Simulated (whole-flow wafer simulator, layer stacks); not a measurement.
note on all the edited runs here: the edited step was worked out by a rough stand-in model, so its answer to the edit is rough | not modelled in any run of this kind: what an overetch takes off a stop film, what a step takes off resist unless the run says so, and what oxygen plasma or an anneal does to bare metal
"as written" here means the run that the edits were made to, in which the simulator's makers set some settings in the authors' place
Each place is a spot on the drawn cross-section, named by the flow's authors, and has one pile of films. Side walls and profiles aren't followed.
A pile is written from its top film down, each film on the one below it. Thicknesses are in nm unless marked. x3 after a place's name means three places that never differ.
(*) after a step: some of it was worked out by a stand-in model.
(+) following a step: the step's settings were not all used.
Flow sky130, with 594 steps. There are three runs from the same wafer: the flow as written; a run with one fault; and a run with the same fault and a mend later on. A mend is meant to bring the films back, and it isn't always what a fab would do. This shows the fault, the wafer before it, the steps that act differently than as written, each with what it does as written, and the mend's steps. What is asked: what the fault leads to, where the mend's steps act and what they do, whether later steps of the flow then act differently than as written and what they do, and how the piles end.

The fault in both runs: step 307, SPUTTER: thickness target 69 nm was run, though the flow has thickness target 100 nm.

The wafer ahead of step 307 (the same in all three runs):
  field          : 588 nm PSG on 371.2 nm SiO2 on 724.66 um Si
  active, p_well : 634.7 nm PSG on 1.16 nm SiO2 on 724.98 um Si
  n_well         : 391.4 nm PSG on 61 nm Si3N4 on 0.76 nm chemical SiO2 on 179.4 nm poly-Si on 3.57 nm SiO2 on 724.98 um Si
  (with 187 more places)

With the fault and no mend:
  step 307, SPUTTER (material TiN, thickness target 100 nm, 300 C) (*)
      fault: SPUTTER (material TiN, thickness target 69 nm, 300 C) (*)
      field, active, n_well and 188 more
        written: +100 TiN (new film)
        fault: +69 TiN (new film)
  Later steps of the flow acting differently than as written:
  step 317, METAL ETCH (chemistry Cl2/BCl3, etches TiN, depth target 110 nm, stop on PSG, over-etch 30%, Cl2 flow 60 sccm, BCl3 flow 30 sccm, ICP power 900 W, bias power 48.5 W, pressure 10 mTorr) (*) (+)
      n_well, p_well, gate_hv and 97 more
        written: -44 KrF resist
        fault: -35.2 KrF resist
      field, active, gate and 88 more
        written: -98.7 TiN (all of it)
        fault: -67.7 TiN (all of it)
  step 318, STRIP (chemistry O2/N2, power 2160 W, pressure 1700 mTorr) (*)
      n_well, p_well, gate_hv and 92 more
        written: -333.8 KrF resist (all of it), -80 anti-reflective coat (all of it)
        fault: -342.6 KrF resist (all of it), -80 anti-reflective coat (all of it)
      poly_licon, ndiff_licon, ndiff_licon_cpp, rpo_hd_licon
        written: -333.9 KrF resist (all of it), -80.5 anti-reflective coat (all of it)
        fault: -342.7 KrF resist (all of it), -80.5 anti-reflective coat (all of it)
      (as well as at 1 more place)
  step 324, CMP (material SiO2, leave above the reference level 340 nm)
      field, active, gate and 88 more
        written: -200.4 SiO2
        fault: -231.4 SiO2
  The piles end different from the flow's at n_well, p_well, gate_hv and 110 more by more than 2% or 0.5 nm, whichever is larger.
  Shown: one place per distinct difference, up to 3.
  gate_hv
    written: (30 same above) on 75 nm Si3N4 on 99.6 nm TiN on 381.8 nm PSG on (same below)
    fault: (30 same above) on 75 nm Si3N4 on 68.6 nm TiN on 381.8 nm PSG on (same below)
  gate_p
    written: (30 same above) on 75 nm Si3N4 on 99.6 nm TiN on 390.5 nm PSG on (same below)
    fault: (30 same above) on 75 nm Si3N4 on 68.6 nm TiN on 390.5 nm PSG on (same below)
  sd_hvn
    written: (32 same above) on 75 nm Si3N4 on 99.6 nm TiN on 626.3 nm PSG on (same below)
    fault: (32 same above) on 75 nm Si3N4 on 68.6 nm TiN on 626.3 nm PSG on (same below)

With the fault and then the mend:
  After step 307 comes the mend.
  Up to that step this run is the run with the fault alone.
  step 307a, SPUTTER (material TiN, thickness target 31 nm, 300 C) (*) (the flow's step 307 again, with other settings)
      field, active, n_well and 188 more
        +31 TiN
  Every later step of the flow that is run acts as written, at every place that is followed, to within 2% or 0.5 nm, whichever is larger.
  By the end, the piles equal the flow's at every place that both follow.
